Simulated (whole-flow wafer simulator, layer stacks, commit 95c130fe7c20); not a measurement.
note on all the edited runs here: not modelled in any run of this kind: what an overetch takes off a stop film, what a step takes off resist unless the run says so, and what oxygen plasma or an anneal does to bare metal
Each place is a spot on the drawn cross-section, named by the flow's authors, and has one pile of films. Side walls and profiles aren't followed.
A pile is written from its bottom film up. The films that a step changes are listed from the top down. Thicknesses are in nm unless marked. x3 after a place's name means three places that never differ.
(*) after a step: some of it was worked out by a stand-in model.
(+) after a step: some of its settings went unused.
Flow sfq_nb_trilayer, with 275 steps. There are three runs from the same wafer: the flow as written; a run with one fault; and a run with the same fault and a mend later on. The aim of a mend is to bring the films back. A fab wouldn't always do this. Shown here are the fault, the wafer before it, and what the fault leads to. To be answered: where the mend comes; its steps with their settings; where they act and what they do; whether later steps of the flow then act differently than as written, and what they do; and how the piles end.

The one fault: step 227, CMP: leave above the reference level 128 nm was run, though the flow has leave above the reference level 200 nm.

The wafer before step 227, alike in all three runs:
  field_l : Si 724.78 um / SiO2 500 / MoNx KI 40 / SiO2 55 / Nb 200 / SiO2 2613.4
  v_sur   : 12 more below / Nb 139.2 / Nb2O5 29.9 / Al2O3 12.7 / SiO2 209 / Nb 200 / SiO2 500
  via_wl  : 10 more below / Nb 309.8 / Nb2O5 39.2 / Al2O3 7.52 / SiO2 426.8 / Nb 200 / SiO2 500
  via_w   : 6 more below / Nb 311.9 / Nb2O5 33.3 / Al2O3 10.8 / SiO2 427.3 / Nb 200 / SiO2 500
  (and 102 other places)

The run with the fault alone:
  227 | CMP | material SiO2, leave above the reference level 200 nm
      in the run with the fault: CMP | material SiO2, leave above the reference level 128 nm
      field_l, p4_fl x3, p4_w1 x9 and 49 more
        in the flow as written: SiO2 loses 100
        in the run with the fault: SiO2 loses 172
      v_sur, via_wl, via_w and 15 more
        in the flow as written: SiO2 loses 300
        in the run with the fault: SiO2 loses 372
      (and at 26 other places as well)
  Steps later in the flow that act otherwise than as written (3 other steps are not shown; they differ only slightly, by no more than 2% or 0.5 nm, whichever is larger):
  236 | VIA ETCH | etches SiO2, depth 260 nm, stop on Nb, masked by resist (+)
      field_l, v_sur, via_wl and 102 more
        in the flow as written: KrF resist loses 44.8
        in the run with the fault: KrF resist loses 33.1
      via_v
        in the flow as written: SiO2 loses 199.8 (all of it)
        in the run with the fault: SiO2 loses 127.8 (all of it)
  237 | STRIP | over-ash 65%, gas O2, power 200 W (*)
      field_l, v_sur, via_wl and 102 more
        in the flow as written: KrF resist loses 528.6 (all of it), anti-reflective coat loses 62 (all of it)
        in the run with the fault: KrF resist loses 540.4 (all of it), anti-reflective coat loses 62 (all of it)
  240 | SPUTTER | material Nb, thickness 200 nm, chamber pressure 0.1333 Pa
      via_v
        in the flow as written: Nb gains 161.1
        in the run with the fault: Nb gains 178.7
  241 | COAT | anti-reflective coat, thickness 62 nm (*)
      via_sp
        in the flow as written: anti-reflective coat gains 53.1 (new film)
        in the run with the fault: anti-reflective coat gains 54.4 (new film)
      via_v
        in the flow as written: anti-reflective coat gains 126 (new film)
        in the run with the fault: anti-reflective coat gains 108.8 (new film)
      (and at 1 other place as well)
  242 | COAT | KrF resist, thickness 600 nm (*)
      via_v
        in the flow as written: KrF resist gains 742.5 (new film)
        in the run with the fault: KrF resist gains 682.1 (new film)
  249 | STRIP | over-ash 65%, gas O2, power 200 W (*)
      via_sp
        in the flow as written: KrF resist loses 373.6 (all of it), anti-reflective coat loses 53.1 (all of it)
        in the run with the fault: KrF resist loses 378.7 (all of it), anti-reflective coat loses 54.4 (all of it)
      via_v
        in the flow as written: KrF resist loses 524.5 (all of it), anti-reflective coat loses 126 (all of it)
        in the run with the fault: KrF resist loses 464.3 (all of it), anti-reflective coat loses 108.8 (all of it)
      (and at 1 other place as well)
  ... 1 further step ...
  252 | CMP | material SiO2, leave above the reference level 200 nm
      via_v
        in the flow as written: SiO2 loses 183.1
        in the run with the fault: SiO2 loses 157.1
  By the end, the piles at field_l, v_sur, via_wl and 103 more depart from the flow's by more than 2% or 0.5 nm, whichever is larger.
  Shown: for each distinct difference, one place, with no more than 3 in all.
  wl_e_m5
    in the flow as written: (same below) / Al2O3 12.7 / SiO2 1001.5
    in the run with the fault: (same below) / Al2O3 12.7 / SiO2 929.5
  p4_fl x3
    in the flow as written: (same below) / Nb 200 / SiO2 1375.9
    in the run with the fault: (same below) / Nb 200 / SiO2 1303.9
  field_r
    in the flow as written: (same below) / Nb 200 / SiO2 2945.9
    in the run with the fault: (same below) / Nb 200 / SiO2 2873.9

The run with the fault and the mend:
  The mend follows step 234.
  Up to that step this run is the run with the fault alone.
  234a | STRIP | over-ash 65%, gas O2, power 200 W (*)
      field_l, v_sur, via_wl and 102 more
        KrF resist loses 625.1 (all of it), anti-reflective coat loses 62 (all of it)
      via_v
        anti-reflective coat loses 62 (all of it)
  234b | PECVD | material SiO2, thickness 72 nm, 150 C, 16 s, RF power 183.3 W, pressure 2.4 Torr, precursor SiH4/N2O (the flow's step 226, run once more with other settings)
      field_l, v_sur, via_wl and 103 more
        SiO2 gains 72
  234c | COAT | anti-reflective coat, thickness 62 nm (the flow's step 229, run once more)
      field_l, v_sur, via_wl and 103 more
        anti-reflective coat gains 62 (new film)
  234d | COAT | KrF resist, thickness 650 nm (the flow's step 230, run once more)
      field_l, v_sur, via_wl and 103 more
        KrF resist gains 650 (new film)
  234e | SOFTBAKE | KrF resist (the flow's step 231, run once more)
      leaves every film unchanged at each place that is followed
  234f | EXPOSE | photomask I6, dose 11.91 mJ/cm2, NA 0.6, wavelength 248 nm (*) (the flow's step 232, run once more)
      leaves every film unchanged at each place that is followed
  234g | PEB | KrF resist, 90 s (the flow's step 233, run once more)
      field_l, v_sur, via_wl and 103 more
        KrF resist loses 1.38
  234h | DEVELOP | KrF resist, thickness 650 nm, 60 s (the flow's step 234, run once more)
      field_l, v_sur, via_wl and 102 more
        KrF resist loses 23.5
      via_v
        KrF resist loses 648.6 (all of it)
  None of the later steps of the flow acts differently than as written at any place that is followed.
  The piles end the same as the flow's at every place that both follow.
